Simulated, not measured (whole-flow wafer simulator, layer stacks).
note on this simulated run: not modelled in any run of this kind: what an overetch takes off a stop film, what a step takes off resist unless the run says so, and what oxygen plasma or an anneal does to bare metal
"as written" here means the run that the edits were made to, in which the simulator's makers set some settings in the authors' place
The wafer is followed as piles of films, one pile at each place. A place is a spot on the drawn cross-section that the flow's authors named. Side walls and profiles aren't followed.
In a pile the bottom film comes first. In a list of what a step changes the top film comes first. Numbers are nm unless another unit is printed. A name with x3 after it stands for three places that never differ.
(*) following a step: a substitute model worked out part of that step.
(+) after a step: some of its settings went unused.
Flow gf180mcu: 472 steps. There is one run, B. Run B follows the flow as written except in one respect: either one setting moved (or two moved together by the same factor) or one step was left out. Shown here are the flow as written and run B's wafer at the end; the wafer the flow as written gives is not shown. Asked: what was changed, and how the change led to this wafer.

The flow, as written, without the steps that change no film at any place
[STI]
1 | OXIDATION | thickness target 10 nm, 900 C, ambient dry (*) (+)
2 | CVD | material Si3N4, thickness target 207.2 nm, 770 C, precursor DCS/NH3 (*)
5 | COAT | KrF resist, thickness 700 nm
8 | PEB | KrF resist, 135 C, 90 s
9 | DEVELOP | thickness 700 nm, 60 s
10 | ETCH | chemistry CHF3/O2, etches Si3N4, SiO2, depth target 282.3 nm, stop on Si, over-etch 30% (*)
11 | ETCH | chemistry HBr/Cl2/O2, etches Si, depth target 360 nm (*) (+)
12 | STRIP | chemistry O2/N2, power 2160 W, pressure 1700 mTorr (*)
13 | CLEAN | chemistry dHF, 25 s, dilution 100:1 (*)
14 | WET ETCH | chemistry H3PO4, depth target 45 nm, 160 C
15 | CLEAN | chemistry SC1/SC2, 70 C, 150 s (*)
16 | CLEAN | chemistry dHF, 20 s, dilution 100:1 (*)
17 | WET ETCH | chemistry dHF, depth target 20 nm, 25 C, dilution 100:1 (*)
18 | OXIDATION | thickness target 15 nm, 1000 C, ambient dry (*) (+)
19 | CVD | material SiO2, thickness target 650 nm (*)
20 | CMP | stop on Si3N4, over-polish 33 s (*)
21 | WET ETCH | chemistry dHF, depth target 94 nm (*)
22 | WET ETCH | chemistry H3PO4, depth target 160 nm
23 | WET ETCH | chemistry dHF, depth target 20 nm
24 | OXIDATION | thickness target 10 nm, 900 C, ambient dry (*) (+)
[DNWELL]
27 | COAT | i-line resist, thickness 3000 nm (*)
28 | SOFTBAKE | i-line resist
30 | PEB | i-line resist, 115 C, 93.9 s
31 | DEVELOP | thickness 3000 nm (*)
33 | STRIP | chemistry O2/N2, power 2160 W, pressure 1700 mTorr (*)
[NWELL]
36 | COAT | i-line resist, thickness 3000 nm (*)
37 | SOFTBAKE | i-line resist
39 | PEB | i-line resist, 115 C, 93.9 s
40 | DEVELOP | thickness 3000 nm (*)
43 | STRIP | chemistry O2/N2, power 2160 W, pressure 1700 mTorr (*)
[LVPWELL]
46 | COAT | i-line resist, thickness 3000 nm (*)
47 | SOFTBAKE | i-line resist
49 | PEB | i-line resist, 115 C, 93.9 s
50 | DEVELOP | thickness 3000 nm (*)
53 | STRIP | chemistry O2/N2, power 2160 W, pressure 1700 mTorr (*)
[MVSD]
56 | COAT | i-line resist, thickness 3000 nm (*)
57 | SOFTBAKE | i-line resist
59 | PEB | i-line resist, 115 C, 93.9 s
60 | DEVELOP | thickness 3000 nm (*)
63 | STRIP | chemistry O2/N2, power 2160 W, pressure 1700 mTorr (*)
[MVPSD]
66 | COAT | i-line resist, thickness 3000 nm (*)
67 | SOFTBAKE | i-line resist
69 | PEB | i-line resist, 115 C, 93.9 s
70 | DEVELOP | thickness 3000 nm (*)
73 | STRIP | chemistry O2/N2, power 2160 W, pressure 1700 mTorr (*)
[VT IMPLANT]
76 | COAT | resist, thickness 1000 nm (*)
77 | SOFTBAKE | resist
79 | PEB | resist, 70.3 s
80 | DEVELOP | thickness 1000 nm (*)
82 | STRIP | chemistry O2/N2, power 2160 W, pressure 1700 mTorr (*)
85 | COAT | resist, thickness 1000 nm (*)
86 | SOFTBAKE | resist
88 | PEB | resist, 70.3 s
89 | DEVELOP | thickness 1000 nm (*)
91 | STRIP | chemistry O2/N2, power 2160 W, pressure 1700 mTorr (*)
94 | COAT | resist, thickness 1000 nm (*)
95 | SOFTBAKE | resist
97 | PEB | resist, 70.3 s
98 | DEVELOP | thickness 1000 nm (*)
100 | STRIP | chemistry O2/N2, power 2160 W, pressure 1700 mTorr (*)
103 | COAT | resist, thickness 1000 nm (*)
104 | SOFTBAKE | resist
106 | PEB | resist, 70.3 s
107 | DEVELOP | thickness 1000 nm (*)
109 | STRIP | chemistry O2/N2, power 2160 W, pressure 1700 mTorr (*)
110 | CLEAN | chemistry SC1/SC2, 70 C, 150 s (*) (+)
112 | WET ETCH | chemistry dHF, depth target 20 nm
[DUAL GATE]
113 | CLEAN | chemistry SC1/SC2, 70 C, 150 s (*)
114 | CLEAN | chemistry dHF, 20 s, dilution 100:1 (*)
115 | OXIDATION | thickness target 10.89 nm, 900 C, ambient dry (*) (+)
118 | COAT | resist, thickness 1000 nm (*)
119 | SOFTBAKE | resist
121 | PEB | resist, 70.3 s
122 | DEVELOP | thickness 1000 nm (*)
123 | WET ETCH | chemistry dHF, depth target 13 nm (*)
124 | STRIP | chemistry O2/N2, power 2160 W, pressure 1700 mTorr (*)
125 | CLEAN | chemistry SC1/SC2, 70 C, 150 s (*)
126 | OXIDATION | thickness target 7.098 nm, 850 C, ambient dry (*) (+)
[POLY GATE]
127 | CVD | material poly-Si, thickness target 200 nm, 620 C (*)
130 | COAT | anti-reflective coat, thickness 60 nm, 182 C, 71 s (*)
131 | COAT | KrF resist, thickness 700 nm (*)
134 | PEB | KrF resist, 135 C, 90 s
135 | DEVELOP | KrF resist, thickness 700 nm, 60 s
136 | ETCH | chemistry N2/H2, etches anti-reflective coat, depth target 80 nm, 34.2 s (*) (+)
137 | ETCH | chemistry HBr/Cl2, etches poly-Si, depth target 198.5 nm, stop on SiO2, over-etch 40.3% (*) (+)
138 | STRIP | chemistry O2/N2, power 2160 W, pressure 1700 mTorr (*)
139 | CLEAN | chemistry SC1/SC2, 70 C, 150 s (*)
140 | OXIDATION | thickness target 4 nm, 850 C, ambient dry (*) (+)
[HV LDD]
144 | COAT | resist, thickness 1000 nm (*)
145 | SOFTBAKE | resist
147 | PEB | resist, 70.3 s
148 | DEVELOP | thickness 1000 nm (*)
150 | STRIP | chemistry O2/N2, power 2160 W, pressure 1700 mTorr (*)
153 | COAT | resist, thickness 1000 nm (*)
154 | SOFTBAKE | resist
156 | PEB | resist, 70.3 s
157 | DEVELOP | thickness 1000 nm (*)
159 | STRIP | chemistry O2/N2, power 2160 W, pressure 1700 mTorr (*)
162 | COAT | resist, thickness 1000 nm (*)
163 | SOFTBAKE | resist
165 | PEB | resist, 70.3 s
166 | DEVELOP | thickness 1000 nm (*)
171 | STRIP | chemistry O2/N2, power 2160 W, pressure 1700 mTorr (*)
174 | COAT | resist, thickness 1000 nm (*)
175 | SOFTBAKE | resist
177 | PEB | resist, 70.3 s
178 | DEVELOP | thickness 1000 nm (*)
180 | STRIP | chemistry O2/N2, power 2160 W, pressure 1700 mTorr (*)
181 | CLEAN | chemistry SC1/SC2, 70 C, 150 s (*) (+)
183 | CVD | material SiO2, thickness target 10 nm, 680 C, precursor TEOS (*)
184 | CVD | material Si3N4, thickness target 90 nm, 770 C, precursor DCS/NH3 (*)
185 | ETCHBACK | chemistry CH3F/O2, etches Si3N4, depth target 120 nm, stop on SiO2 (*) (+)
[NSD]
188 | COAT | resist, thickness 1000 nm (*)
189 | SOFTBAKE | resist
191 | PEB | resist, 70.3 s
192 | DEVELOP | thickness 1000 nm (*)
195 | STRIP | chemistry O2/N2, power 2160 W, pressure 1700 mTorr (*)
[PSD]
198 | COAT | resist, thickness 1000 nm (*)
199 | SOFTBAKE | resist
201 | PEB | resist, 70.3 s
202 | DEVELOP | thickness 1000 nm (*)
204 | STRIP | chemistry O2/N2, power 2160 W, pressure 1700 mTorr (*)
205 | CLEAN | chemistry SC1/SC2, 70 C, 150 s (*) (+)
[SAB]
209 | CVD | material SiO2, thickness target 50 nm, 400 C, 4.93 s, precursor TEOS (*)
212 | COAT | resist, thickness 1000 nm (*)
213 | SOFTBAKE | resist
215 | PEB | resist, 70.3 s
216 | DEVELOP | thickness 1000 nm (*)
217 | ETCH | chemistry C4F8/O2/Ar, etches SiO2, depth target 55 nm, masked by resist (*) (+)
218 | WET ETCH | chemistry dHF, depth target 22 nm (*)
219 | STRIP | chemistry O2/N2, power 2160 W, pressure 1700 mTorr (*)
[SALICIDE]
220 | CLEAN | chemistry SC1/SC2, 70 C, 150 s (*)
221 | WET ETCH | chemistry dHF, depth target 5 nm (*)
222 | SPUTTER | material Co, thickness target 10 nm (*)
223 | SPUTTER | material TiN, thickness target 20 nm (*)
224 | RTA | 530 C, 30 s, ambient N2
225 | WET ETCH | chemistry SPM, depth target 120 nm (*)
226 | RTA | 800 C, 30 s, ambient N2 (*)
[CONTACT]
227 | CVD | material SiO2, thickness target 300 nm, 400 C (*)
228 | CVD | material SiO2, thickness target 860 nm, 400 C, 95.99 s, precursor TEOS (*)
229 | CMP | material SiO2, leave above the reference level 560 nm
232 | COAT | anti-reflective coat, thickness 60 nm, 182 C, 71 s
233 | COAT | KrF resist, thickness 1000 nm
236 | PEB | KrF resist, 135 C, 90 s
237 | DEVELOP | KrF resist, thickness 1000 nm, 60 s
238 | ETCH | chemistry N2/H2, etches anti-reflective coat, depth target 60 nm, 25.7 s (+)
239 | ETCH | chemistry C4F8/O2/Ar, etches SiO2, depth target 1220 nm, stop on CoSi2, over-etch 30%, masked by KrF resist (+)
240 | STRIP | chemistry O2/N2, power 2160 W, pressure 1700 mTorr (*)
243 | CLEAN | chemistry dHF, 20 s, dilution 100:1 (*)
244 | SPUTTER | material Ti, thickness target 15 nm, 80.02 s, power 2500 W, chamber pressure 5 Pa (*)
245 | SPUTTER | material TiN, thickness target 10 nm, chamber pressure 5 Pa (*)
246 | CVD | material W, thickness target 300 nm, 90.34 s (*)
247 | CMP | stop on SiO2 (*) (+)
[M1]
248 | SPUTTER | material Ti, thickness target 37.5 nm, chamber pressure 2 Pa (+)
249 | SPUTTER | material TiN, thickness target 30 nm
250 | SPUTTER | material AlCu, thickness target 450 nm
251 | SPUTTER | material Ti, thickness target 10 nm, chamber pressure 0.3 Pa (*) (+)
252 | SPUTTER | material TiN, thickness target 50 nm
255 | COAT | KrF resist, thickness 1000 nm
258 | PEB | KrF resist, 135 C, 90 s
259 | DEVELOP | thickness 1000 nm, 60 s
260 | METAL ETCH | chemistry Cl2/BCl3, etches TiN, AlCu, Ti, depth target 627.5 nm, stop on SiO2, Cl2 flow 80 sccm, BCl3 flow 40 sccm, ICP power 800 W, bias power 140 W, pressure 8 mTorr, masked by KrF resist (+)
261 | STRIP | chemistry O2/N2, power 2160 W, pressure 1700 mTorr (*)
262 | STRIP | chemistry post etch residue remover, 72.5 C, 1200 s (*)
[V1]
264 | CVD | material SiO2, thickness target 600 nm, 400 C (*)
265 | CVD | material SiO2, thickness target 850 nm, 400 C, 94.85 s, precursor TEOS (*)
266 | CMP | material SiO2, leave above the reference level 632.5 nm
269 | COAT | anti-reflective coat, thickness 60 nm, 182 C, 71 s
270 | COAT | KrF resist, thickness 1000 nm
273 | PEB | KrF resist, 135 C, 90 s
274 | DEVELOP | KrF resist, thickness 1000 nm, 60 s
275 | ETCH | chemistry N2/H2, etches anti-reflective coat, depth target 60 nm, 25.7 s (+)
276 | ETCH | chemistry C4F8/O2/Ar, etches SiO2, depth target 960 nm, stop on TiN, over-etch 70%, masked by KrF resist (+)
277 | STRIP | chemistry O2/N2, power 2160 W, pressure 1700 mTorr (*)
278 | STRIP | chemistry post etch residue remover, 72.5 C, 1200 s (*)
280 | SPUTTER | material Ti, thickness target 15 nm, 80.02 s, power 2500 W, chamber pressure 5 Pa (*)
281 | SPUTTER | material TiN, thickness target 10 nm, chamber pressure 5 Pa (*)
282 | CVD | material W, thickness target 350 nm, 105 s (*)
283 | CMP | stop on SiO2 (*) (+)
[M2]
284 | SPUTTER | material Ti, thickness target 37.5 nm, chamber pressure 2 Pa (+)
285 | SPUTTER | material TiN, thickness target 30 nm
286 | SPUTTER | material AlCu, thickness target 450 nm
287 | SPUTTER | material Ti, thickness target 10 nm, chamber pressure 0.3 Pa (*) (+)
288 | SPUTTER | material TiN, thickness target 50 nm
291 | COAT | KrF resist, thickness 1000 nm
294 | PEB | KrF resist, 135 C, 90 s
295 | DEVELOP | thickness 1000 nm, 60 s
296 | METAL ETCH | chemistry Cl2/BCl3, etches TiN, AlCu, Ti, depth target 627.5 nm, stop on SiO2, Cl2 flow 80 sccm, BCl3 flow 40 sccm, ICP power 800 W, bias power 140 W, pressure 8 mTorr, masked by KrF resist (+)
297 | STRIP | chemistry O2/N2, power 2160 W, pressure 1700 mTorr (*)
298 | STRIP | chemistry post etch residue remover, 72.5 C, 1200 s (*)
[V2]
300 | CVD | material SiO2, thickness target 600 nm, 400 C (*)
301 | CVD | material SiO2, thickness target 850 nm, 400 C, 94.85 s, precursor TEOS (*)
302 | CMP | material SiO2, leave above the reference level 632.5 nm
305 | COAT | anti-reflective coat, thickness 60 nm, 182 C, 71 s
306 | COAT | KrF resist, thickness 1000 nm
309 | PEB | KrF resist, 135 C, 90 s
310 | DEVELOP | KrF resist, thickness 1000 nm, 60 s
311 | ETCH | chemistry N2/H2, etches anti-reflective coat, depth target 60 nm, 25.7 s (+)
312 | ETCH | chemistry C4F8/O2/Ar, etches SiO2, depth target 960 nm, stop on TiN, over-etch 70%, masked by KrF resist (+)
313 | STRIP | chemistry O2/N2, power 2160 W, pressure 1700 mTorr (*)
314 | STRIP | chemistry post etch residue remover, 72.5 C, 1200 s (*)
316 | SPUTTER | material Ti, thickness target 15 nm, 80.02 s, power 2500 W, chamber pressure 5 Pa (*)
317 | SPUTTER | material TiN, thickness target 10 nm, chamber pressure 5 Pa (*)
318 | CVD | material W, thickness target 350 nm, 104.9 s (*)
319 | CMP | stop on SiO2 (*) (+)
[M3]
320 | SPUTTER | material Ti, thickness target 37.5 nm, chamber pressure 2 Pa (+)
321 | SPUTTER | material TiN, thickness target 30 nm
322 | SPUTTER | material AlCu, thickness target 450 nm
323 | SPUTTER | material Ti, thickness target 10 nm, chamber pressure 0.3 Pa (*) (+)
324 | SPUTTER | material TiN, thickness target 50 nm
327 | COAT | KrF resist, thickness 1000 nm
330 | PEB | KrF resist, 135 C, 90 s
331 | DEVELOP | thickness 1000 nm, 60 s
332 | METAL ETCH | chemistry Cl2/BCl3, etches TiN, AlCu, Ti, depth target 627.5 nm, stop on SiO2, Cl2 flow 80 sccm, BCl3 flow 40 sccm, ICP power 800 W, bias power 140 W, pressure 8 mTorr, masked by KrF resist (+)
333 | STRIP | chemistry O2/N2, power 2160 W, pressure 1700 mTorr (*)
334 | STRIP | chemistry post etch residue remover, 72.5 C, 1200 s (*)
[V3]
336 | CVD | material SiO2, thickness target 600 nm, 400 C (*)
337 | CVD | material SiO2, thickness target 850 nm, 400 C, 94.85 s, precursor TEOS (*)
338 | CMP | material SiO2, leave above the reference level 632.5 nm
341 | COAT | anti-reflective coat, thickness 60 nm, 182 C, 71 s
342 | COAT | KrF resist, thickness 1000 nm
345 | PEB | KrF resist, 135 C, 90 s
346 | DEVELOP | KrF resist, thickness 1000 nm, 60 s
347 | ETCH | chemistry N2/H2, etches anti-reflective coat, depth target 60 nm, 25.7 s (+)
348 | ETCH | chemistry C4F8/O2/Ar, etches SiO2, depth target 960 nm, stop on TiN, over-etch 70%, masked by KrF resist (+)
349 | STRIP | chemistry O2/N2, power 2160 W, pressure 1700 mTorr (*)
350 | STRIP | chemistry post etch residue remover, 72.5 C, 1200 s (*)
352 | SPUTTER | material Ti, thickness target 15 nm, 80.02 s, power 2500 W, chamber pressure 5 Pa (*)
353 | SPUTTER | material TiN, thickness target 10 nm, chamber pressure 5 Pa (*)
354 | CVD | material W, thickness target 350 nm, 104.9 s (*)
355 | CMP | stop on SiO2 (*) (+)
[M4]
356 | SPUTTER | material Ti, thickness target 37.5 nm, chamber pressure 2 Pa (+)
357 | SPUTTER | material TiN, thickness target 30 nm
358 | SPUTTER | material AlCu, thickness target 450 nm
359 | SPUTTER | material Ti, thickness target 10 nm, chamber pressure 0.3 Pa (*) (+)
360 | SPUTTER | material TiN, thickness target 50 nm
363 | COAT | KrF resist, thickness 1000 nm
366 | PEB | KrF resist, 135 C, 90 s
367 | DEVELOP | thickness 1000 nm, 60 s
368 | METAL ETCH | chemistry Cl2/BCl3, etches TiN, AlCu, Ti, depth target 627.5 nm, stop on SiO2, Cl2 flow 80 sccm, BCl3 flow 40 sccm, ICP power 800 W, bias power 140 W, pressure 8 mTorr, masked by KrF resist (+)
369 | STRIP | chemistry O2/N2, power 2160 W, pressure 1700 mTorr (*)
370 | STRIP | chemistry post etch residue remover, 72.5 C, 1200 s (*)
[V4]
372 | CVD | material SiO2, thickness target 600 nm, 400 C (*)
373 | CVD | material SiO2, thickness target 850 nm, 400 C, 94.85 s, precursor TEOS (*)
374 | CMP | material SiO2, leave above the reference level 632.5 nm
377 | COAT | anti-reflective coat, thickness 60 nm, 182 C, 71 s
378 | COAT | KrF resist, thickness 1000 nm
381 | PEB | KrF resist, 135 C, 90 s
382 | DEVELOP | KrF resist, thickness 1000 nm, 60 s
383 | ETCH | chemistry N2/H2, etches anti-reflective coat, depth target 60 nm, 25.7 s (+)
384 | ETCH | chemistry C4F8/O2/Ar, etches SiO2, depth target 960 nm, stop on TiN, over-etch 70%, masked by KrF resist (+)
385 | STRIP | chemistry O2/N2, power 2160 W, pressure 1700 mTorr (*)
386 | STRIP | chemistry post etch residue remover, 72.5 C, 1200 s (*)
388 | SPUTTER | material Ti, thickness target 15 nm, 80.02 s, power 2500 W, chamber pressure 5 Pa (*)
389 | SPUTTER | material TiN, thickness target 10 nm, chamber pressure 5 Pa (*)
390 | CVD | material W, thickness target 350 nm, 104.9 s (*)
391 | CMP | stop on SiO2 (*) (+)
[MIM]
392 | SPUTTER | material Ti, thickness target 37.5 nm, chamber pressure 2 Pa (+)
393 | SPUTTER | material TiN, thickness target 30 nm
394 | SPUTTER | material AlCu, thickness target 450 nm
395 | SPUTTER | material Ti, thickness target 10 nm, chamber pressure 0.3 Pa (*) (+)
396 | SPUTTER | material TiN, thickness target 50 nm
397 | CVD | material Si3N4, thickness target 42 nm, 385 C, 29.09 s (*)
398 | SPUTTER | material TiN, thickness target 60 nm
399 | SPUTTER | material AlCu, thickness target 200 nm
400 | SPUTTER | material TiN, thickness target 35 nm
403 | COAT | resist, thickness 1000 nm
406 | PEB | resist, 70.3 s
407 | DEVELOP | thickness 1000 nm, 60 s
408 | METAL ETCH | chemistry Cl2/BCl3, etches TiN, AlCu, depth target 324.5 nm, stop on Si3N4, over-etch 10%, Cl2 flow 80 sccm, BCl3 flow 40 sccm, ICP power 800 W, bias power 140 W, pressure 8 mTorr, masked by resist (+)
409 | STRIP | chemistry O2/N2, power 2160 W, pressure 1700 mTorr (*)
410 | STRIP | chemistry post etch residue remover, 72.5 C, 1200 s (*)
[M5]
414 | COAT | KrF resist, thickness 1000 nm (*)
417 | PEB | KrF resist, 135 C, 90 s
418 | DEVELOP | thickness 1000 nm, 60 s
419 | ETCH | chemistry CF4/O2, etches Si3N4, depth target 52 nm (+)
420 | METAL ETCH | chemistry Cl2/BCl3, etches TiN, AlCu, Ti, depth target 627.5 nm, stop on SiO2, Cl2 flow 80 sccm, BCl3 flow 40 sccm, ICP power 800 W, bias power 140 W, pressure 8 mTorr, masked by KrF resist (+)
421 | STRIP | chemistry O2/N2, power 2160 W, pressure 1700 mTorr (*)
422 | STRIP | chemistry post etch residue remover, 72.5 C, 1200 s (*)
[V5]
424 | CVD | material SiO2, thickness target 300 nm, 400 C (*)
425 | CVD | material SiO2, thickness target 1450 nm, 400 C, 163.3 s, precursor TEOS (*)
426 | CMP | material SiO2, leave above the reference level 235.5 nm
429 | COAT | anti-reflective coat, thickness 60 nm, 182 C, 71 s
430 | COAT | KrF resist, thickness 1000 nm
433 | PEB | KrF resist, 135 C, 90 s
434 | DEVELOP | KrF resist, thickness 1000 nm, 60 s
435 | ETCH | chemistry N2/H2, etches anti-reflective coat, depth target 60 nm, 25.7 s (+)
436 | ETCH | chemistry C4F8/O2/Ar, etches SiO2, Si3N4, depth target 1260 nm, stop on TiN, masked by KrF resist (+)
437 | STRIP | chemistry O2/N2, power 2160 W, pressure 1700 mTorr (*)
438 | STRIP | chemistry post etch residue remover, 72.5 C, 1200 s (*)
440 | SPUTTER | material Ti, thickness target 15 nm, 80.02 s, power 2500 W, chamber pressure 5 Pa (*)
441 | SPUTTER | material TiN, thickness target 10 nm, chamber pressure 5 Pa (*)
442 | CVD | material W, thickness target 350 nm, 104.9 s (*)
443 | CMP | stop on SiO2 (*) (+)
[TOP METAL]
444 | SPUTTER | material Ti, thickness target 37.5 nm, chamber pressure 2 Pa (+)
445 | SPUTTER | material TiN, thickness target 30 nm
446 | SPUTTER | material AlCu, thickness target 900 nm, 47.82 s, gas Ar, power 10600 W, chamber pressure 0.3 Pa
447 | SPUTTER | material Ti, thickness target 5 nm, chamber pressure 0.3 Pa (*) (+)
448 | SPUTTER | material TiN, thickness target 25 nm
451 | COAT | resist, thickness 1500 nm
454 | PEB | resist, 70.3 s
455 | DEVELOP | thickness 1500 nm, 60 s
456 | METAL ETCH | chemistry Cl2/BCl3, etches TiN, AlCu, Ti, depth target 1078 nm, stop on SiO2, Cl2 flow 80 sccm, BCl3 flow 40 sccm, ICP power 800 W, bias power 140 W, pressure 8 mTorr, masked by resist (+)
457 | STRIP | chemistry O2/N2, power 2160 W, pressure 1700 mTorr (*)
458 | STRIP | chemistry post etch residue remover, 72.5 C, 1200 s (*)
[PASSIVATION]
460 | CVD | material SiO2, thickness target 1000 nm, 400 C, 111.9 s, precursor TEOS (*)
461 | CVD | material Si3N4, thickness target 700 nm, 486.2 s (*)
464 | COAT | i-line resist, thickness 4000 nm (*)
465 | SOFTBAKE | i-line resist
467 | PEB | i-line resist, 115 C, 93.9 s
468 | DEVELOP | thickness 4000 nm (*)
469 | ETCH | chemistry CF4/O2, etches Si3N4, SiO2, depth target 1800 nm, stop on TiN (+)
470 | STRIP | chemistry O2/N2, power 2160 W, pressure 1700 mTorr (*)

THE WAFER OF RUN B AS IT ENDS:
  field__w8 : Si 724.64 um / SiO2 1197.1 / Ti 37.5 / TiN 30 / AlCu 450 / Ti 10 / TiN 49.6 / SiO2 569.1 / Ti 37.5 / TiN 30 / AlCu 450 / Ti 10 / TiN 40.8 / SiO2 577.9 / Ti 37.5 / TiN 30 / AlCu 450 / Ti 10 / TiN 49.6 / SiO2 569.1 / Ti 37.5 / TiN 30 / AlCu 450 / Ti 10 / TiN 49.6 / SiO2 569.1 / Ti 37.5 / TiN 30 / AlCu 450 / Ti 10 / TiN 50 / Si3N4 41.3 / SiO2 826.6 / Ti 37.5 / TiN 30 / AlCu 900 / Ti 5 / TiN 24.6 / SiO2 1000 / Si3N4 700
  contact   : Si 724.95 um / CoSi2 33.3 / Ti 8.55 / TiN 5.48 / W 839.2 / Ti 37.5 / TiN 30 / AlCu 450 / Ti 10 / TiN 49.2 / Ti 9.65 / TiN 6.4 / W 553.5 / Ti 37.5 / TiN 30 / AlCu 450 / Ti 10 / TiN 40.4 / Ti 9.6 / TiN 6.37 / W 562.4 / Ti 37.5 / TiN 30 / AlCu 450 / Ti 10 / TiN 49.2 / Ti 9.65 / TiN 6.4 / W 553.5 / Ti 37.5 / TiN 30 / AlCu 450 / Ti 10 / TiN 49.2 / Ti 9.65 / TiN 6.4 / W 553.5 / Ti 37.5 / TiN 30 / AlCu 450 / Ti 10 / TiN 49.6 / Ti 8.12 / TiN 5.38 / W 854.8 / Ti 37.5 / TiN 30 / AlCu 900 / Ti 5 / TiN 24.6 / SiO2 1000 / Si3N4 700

What caused this: step 288, SPUTTER: thickness target 41.2 nm was run, though the flow has thickness target 50 nm.

How this came from the change, step by step:
  288 | SPUTTER | material TiN, thickness target 50 nm
      field, field__w1, field__w2 and 108 more: +41.2 TiN (new film) (it would be, as written: +50 TiN (new film))
  296 | METAL ETCH | chemistry Cl2/BCl3, etches TiN, AlCu, Ti, depth target 627.5 nm, stop on SiO2, Cl2 flow 80 sccm, BCl3 flow 40 sccm, ICP power 800 W, bias power 140 W, pressure 8 mTorr, masked by KrF resist (+)
      field, field__w1, field__w2 and 103 more: -41.2 TiN (all of it), -10 Ti (all of it), -450 AlCu (all of it), -30 TiN (all of it), -37.5 Ti (all of it) (it would be, as written: -50 TiN (all of it), -10 Ti (all of it), -450 AlCu (all of it), -30 TiN (all of it), -37.5 Ti (all of it))
